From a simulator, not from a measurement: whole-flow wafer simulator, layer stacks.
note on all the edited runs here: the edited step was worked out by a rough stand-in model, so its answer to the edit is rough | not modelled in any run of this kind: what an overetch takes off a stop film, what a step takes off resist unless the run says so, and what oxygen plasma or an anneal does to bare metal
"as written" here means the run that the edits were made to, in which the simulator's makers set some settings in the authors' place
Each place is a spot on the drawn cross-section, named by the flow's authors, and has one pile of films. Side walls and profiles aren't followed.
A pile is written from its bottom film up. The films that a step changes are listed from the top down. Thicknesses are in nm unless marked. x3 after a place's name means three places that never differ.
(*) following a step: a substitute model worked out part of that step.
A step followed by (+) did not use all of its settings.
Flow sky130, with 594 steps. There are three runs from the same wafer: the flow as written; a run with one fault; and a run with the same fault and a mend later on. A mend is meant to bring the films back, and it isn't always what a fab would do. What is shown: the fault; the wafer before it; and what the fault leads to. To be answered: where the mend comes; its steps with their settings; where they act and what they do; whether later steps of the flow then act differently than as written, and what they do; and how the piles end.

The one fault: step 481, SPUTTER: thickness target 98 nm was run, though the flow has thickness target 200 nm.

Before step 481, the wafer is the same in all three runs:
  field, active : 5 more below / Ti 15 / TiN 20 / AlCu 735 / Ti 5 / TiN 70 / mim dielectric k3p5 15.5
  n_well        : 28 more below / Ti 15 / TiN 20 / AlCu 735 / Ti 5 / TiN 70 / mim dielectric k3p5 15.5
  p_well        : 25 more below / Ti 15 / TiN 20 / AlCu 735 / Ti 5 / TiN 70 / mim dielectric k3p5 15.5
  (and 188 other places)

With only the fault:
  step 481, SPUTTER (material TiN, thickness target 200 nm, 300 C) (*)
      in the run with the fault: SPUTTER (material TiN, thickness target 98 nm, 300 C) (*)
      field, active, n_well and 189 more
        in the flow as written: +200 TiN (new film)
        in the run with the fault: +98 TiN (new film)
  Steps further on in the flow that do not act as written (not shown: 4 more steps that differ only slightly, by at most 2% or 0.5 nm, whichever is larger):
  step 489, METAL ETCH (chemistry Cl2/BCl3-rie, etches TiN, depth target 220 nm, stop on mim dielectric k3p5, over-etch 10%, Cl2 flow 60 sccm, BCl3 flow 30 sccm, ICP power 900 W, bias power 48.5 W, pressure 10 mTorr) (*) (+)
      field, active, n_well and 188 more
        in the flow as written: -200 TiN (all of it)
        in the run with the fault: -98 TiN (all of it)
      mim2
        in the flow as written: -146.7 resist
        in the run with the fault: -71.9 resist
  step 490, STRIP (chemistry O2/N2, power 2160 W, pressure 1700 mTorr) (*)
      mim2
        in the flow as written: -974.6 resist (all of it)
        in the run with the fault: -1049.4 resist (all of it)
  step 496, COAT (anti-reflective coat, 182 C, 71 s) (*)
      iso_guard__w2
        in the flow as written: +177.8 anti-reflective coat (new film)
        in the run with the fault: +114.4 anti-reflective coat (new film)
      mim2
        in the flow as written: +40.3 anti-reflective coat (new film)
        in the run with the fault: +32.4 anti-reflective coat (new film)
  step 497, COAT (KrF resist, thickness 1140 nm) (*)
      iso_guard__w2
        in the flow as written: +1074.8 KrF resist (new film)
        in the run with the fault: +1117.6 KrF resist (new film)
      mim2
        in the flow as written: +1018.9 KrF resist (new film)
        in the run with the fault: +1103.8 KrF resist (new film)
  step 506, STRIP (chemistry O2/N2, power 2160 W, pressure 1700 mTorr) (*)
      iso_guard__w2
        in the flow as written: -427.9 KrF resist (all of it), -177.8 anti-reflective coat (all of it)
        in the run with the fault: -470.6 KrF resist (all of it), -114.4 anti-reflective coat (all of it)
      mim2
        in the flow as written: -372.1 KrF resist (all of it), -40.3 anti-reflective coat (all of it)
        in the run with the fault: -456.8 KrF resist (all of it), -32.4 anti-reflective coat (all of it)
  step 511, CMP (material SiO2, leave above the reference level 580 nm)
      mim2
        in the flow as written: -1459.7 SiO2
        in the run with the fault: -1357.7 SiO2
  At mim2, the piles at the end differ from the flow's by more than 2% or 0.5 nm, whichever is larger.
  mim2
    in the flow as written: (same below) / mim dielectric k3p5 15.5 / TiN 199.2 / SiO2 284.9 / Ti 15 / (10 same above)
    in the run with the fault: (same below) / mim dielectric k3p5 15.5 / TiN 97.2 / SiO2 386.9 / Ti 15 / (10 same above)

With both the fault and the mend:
  After step 488 comes the mend.
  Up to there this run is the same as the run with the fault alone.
  step 488a, STRIP (chemistry O2/N2, power 2160 W, pressure 1700 mTorr) (*)
      mim2
        -1121.3 resist (all of it)
  step 488b, SPUTTER (material TiN, thickness target 102 nm, 300 C) (*) (the flow's step 481, run once more with other settings)
      field, active, n_well and 189 more
        +102 TiN
  step 488c, HMDS (120 C, 60 s) (the flow's step 483, run once more)
      leaves every film unchanged at each place that is followed
  step 488d, COAT (resist, thickness 1140 nm) (the flow's step 484, run once more)
      field, active, n_well and 187 more
        +1140 resist (new film)
      m1, via3_hole
        +1140.6 resist (new film)
  step 488e, SOFTBAKE (resist) (the flow's step 485, run once more)
      leaves every film unchanged at each place that is followed
  step 488f, EXPOSE (photomask CAP2M, dose 177.7 mJ/cm2, NA 0.6, wavelength 365 nm) (*) (the flow's step 486, run once more)
      leaves every film unchanged at each place that is followed
  step 488g, PEB (resist, 70.3 s) (the flow's step 487, run once more)
      field, active, n_well and 189 more
        -18.7 resist
  step 488h, DEVELOP (resist, thickness 1140 nm, developer TMAH-0.26N, 60 s) (the flow's step 488, run once more)
      field, active, n_well and 186 more
        -1121.3 resist (all of it)
      m1, via3_hole
        -1121.9 resist (all of it)
  None of the later steps of the flow acts differently than as written at any place that is followed.
  By the end, the piles equal the flow's at every place that both follow.
